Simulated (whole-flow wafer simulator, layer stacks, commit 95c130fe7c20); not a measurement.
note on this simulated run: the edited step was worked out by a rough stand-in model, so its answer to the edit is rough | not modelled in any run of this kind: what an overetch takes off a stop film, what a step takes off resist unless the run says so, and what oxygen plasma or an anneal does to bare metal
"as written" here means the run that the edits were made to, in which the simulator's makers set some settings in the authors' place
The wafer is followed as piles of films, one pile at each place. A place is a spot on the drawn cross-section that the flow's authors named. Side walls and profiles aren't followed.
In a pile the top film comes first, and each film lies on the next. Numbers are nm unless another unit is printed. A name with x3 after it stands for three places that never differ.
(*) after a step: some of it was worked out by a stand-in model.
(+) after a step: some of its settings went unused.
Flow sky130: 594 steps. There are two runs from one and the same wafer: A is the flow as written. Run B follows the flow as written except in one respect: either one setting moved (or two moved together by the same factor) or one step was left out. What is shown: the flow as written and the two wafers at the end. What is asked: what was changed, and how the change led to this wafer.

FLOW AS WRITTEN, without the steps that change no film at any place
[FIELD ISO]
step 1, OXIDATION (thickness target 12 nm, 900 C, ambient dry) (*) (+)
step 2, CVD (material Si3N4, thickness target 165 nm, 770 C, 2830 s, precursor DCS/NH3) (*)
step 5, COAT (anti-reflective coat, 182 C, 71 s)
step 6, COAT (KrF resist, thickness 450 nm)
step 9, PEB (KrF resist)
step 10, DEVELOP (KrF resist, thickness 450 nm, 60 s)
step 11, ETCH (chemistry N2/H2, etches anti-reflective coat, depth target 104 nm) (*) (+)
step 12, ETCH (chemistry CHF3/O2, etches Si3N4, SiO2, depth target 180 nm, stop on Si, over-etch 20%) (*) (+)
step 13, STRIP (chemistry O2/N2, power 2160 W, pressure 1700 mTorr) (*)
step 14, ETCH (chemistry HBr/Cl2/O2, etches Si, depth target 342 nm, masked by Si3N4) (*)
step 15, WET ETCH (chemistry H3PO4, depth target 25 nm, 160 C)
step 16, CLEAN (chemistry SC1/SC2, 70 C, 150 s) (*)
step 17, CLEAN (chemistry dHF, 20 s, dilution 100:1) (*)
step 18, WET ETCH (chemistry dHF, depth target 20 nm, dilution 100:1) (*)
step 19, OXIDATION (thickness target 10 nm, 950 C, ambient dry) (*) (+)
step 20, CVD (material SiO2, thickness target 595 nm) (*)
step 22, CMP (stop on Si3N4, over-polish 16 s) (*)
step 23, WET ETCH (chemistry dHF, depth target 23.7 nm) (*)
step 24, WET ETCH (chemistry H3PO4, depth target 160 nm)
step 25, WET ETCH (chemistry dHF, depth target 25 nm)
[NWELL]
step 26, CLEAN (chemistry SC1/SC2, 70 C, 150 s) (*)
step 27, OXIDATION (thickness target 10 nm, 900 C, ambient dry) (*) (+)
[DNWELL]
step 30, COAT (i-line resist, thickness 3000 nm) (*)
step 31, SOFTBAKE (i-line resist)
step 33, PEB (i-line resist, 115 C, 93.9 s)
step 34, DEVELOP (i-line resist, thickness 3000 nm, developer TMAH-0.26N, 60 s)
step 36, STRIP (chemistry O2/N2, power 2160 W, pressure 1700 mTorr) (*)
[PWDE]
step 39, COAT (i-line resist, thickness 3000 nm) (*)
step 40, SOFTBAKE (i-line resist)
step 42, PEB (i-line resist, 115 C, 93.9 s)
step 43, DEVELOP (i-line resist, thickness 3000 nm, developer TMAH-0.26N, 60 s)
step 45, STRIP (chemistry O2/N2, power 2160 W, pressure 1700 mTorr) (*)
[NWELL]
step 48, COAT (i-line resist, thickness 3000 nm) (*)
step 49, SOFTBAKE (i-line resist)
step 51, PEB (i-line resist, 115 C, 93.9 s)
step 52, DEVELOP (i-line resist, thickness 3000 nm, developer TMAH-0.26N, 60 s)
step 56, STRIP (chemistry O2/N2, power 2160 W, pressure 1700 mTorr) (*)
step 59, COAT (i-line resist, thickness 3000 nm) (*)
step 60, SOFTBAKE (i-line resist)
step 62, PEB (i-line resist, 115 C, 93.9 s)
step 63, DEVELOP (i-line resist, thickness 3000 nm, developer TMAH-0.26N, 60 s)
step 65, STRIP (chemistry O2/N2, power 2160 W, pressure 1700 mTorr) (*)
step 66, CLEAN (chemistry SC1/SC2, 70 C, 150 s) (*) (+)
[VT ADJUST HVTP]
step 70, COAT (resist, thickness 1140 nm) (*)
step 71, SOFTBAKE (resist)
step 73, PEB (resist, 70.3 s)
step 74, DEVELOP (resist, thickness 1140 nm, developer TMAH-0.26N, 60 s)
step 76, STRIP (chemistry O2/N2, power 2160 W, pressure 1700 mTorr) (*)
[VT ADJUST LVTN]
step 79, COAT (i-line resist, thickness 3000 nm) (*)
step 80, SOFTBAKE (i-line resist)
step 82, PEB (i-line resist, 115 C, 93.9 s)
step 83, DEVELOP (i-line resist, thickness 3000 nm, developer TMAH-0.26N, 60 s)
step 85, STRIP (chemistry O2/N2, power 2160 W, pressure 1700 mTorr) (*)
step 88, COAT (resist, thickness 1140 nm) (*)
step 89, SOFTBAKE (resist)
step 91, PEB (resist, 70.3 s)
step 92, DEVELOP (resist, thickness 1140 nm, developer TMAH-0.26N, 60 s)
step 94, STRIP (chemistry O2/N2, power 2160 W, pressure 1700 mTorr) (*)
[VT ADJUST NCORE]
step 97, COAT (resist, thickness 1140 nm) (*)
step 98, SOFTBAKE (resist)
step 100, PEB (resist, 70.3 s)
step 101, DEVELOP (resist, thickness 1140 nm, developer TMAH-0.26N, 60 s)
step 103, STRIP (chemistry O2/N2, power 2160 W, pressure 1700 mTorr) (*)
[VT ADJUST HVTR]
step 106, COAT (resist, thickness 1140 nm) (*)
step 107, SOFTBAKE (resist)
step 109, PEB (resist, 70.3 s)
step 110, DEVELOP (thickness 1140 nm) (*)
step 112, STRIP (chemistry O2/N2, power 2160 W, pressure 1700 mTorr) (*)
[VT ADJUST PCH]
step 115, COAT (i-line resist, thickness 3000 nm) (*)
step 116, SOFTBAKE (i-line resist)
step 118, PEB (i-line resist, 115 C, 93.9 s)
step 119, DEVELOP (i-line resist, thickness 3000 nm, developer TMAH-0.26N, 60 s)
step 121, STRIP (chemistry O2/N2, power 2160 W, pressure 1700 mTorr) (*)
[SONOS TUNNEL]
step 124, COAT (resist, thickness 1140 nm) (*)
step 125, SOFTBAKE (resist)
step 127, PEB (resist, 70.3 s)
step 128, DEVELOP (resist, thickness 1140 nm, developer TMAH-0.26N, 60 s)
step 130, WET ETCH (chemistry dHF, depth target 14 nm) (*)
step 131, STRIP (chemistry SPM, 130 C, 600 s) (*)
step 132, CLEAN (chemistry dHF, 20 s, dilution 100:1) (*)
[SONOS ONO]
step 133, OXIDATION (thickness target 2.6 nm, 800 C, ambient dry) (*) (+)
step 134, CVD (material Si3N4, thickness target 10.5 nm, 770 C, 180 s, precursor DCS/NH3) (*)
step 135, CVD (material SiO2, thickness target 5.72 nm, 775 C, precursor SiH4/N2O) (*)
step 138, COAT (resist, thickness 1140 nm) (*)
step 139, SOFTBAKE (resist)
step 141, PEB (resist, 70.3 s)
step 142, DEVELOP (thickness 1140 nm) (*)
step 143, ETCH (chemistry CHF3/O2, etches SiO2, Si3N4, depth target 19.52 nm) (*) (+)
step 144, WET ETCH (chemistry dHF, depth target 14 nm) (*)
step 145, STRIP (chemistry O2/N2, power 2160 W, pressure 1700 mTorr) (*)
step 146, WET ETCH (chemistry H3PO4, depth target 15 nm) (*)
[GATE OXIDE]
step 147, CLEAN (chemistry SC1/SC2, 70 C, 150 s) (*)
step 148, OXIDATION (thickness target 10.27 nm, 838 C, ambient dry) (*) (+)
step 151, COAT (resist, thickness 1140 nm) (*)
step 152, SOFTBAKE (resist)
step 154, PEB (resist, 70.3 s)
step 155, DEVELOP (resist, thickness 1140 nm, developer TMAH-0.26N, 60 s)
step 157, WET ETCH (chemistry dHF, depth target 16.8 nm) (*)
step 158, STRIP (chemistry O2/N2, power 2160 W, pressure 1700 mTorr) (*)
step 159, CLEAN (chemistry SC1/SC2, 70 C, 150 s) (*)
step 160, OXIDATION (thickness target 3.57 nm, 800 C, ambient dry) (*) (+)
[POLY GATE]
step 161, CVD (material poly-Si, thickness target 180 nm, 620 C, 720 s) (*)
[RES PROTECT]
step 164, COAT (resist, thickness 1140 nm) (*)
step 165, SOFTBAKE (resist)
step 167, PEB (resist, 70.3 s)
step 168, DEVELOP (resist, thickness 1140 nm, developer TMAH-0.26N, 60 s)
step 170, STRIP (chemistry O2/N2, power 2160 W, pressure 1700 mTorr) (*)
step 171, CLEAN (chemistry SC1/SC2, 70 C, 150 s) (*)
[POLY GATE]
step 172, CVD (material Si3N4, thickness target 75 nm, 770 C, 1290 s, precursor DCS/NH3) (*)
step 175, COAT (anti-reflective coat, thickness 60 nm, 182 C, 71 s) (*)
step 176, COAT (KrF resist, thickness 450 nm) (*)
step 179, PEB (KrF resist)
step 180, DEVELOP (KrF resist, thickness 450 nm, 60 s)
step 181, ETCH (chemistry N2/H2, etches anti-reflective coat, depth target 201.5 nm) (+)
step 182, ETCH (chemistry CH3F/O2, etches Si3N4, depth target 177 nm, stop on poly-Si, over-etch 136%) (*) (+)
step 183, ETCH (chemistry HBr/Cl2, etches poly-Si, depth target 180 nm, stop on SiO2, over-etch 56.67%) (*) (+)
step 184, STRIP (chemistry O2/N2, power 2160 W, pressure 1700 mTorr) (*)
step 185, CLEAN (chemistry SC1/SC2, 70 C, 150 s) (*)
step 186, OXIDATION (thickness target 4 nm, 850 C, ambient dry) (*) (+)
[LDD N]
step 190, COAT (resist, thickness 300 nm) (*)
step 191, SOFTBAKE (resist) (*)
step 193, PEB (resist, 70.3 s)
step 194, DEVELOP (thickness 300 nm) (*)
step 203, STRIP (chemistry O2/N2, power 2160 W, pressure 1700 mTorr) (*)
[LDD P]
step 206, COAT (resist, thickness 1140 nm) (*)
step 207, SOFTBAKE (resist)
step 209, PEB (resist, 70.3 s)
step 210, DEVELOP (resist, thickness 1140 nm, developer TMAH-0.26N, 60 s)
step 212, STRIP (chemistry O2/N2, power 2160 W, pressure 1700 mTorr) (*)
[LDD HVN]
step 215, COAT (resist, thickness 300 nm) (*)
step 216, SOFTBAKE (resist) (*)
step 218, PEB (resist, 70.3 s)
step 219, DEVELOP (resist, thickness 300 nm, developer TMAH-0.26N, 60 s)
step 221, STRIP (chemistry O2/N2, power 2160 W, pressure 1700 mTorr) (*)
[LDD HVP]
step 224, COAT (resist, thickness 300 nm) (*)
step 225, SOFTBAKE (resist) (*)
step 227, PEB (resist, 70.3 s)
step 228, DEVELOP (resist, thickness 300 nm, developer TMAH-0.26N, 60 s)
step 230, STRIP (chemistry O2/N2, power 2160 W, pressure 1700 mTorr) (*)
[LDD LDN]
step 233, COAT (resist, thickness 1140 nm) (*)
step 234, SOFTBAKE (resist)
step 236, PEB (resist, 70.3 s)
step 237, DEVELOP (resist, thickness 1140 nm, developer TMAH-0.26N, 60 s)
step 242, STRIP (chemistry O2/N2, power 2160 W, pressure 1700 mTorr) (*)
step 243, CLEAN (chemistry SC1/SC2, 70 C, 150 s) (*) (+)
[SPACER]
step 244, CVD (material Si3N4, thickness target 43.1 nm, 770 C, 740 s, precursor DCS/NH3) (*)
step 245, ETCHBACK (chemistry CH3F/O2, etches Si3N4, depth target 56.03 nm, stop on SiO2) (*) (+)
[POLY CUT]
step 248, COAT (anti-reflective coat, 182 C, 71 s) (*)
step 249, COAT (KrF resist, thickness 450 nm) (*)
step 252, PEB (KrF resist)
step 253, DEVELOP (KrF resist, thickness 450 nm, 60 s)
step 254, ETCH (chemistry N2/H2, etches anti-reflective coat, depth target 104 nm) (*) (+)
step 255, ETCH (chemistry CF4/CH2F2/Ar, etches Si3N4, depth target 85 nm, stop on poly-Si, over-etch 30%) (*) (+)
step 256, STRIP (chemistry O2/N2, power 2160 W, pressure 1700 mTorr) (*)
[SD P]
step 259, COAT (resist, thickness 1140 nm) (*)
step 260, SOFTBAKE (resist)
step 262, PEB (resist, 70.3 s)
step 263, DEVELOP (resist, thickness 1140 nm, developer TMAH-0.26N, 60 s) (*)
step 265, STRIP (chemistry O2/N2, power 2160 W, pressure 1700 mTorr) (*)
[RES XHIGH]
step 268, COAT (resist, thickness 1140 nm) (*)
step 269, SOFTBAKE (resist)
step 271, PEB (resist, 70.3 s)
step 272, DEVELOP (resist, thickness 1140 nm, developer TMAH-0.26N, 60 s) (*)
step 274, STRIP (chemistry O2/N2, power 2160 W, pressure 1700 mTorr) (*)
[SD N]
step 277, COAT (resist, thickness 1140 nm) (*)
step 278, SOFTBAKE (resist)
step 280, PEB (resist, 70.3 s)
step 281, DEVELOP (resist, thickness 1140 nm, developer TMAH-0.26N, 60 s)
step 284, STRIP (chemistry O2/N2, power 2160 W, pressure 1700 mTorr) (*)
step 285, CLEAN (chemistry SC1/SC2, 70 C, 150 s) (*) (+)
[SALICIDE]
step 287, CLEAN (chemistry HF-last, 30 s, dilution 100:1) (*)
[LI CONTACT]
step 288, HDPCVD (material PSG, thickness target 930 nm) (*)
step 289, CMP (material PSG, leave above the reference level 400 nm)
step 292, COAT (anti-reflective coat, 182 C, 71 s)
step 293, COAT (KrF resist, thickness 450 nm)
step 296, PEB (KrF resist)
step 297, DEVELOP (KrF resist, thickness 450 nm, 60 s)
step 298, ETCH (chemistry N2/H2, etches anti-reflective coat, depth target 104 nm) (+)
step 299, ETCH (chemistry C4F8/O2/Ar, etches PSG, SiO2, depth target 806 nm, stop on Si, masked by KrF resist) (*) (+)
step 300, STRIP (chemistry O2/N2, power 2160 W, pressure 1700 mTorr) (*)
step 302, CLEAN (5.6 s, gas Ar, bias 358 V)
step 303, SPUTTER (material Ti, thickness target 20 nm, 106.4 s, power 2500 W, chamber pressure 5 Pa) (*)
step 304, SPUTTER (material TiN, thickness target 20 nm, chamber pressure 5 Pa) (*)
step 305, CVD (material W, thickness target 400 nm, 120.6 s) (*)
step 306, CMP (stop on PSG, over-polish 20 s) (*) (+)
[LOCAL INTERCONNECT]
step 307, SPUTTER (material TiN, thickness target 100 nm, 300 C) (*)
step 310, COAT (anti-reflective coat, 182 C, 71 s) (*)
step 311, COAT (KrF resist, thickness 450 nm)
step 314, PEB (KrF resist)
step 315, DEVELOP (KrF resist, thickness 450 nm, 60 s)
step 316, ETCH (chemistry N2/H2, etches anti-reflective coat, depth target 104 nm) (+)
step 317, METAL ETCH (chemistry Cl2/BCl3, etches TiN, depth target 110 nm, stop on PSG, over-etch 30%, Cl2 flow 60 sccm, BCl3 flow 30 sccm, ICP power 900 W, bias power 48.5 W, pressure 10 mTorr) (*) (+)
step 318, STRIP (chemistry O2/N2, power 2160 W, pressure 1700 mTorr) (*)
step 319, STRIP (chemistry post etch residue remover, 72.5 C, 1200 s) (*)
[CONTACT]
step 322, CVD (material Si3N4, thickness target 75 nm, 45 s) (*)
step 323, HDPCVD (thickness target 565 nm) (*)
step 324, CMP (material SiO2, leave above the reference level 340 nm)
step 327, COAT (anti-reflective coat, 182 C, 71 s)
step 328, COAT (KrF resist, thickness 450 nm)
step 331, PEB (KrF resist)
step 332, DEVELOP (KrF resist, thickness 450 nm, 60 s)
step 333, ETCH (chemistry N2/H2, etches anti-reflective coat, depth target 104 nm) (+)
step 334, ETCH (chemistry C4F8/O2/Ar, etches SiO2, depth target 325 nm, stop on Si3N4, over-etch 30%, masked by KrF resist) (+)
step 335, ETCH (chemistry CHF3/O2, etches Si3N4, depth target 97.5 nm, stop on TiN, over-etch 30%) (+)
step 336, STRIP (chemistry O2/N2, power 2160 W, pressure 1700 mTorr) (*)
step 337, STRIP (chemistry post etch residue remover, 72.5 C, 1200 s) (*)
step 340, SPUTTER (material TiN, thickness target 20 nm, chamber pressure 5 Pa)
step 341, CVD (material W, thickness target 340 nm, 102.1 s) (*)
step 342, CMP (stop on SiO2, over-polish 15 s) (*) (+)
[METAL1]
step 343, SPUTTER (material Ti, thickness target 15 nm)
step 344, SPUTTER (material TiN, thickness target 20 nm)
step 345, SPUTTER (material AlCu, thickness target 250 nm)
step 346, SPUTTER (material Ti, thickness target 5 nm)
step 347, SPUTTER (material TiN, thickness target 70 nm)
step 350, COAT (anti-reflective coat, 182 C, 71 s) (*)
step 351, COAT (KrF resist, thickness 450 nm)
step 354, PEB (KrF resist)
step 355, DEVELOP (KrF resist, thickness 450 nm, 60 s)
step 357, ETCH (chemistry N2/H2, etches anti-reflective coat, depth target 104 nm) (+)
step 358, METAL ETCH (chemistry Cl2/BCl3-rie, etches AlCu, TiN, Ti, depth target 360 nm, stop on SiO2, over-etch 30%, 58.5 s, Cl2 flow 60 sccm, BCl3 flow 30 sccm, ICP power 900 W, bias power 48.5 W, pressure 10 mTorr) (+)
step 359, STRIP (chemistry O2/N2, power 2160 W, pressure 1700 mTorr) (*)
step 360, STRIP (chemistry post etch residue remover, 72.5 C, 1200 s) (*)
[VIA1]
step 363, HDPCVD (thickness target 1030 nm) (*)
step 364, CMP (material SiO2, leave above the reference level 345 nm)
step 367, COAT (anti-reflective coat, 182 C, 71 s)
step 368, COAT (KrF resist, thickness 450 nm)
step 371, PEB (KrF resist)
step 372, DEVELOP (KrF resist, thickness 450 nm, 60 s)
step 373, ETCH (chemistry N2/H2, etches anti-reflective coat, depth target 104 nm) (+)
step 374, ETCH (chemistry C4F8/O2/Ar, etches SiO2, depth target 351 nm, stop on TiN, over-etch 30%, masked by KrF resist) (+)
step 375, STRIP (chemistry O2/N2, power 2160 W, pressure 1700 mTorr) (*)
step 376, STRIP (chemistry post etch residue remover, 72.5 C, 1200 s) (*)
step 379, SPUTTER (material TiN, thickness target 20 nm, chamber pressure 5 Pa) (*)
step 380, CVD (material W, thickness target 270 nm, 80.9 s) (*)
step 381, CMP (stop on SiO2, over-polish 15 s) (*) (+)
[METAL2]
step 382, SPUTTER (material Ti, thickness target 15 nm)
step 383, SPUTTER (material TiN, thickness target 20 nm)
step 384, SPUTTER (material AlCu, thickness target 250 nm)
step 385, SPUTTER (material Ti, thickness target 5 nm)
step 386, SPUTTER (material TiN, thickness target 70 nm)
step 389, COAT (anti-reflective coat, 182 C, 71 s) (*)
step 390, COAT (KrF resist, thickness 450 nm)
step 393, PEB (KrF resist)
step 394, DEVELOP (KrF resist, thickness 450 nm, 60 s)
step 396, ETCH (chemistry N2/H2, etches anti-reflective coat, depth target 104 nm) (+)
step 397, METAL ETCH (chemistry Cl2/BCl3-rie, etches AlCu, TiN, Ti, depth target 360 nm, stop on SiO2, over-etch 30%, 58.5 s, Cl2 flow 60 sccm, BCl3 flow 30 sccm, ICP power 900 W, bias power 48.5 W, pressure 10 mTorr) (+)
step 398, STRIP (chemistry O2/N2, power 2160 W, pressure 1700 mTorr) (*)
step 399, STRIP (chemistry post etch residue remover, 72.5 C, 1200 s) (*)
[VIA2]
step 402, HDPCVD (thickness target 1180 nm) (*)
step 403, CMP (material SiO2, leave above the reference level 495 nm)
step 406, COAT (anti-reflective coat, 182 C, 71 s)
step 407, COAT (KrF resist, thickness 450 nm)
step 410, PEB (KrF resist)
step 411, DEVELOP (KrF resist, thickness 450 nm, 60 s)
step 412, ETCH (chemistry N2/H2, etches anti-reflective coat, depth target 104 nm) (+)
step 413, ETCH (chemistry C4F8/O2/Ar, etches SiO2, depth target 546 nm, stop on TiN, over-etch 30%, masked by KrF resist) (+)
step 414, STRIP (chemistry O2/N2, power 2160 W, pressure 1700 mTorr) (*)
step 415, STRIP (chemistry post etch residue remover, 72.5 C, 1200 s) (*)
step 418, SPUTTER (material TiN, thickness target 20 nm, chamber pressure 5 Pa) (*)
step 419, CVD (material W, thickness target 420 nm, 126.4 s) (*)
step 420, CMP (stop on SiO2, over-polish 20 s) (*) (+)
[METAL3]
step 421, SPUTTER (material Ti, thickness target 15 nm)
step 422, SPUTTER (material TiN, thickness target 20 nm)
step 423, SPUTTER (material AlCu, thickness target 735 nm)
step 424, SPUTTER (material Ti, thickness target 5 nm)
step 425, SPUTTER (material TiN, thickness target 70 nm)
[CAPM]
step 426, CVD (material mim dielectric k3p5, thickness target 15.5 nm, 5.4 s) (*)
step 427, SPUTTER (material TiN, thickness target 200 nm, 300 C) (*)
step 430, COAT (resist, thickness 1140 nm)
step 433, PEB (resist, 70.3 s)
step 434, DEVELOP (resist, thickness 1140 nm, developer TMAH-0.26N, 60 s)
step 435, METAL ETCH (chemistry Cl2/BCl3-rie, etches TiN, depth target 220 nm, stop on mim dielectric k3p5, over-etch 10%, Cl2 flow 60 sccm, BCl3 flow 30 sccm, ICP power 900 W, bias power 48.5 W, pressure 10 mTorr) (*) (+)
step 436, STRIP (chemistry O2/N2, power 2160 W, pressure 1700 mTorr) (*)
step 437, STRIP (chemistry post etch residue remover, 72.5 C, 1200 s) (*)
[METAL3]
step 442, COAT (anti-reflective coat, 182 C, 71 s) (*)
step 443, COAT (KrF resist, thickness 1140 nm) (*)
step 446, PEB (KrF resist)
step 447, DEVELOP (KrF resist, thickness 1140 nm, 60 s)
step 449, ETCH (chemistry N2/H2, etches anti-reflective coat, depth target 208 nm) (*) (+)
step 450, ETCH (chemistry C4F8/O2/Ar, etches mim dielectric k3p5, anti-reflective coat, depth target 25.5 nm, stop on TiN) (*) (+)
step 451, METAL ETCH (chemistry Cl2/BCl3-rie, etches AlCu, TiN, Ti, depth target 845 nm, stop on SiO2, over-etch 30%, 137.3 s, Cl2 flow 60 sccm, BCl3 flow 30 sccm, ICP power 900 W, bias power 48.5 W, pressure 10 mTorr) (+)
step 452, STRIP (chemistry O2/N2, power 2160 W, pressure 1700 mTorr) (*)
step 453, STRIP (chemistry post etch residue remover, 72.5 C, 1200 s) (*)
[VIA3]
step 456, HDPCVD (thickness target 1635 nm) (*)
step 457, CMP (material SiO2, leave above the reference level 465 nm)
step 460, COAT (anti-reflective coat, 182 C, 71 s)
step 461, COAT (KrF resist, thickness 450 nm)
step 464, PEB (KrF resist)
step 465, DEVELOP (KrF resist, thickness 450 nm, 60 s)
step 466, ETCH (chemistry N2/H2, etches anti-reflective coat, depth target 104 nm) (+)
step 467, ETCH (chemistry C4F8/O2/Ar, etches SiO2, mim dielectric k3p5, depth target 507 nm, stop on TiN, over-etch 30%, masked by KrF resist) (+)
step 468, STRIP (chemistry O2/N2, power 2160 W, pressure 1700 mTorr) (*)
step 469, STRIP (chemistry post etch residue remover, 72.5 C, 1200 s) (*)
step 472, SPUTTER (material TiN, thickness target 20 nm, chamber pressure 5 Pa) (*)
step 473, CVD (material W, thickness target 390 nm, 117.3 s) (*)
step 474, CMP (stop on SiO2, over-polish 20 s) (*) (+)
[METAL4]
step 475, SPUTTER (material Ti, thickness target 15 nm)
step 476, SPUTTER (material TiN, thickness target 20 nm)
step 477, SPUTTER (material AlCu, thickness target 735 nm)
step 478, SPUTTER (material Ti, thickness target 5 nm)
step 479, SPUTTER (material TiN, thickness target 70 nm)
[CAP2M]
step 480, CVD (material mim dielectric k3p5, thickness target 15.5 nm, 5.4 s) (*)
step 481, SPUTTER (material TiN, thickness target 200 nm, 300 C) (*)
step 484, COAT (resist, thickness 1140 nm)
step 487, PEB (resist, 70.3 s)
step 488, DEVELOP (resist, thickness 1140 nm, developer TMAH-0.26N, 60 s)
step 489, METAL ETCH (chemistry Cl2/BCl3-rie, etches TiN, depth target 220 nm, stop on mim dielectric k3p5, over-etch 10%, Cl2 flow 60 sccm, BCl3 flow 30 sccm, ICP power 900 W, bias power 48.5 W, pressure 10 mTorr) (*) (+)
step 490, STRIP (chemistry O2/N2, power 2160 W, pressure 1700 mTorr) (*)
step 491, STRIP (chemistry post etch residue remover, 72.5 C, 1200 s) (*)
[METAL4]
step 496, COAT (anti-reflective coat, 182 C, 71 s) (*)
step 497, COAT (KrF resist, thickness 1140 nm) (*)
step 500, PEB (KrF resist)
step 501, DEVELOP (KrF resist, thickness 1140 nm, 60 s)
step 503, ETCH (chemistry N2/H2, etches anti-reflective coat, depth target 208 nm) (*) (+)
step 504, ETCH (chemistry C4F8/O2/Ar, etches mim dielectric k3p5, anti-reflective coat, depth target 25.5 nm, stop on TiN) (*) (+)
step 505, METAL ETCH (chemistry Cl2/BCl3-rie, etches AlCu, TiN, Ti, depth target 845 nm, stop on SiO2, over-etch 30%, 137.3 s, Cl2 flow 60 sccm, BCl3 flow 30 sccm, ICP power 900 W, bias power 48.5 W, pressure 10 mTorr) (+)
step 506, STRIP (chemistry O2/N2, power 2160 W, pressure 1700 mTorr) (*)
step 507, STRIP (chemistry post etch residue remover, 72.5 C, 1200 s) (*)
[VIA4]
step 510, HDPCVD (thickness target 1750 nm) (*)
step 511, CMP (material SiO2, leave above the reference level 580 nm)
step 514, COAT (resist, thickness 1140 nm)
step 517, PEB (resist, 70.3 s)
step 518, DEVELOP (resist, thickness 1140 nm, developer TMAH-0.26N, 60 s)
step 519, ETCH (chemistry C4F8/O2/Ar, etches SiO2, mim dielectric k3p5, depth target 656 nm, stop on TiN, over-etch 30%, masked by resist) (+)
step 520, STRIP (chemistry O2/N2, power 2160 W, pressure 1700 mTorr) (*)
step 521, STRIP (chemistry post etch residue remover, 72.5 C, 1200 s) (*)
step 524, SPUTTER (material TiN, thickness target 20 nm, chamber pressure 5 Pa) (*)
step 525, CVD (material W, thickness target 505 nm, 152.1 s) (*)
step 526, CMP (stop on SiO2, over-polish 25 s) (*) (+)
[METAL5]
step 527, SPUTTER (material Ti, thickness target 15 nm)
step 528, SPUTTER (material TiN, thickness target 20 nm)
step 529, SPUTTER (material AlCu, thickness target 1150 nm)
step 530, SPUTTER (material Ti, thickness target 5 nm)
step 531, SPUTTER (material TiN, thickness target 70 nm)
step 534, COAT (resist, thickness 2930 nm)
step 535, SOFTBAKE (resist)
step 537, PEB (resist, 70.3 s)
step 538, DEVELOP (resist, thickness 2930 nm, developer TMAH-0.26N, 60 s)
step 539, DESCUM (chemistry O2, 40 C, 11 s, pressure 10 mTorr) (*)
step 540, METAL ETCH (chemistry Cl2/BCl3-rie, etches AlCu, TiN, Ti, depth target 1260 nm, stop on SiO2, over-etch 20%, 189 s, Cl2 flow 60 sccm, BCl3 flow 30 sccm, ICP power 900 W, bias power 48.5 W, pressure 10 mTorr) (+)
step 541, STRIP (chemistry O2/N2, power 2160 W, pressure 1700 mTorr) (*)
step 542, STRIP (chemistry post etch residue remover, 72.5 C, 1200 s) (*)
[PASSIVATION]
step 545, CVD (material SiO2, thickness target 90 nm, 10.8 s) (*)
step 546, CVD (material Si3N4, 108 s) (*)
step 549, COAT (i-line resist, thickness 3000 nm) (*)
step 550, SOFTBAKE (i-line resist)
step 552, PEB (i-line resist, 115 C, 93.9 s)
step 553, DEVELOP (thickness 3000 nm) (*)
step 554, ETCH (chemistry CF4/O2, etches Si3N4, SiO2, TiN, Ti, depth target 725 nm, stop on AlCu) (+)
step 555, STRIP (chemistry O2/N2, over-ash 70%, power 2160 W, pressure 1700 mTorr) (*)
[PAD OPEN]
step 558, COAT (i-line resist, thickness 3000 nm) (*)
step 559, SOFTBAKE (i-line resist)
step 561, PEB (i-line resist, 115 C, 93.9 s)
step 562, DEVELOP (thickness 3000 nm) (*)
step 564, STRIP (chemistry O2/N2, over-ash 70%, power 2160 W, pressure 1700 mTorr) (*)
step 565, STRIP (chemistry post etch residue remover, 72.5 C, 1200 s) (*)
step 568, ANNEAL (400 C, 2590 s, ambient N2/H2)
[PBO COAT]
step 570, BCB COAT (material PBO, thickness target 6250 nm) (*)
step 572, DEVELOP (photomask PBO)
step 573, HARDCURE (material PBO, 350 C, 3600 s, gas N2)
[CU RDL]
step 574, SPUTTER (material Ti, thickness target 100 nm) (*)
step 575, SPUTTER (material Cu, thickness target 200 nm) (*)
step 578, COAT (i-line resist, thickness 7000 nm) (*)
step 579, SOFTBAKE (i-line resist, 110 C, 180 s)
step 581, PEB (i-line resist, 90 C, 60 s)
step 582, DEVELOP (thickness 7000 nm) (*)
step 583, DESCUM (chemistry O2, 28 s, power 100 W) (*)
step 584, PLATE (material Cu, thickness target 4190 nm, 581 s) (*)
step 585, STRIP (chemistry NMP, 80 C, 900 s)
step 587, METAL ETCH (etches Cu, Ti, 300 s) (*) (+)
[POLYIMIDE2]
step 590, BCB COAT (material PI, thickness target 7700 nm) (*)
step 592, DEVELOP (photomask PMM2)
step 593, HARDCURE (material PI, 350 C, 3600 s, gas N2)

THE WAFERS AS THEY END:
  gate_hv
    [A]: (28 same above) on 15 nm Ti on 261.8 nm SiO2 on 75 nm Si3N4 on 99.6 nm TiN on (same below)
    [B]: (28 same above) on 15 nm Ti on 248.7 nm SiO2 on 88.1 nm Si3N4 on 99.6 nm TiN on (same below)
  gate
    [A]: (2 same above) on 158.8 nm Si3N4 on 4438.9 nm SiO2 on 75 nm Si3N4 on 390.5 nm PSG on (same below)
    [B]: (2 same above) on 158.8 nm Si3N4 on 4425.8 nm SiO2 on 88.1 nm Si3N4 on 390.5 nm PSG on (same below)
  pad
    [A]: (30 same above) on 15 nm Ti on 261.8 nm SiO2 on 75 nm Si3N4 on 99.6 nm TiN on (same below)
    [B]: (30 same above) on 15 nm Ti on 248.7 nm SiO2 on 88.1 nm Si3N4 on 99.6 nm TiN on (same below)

What caused this: step 322, CVD: thickness target 88.1 nm was run, though the flow has thickness target 75 nm; step 322, CVD: 52.9 s was run, where the flow has 45 s.
The wafer lets one read it off: gate_hv has Si3N4 88.1, and step 322 as written asks for 75 nm.

How this came from the change, step by step:
  step 322, CVD (material Si3N4, thickness target 75 nm, 45 s) (*)
      field, active, n_well and 188 more: A Si3N4 gains 75 (new film) | B Si3N4 gains 88.1 (new film)
  step 324, CMP (material SiO2, leave above the reference level 340 nm)
      n_well, p_well, gate_hv and 93 more: A SiO2 loses 300 | B SiO2 loses 313.1
      field, active, gate and 88 more: A SiO2 loses 200.4 | B SiO2 loses 213.5
      (also at 4 further places)
  step 334, ETCH (chemistry C4F8/O2/Ar, etches SiO2, depth target 325 nm, stop on Si3N4, over-etch 30%, masked by KrF resist) (+)
      poly_licon, ndiff_licon, ndiff_licon_cpp, rpo_hd_licon: A SiO2 loses 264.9 (all of it) | B SiO2 loses 251.8 (all of it)
  step 335, ETCH (chemistry CHF3/O2, etches Si3N4, depth target 97.5 nm, stop on TiN, over-etch 30%) (+)
      poly_licon, ndiff_licon, ndiff_licon_cpp, rpo_hd_licon: A Si3N4 loses 75 (all of it) | B Si3N4 loses 88.1 (all of it)
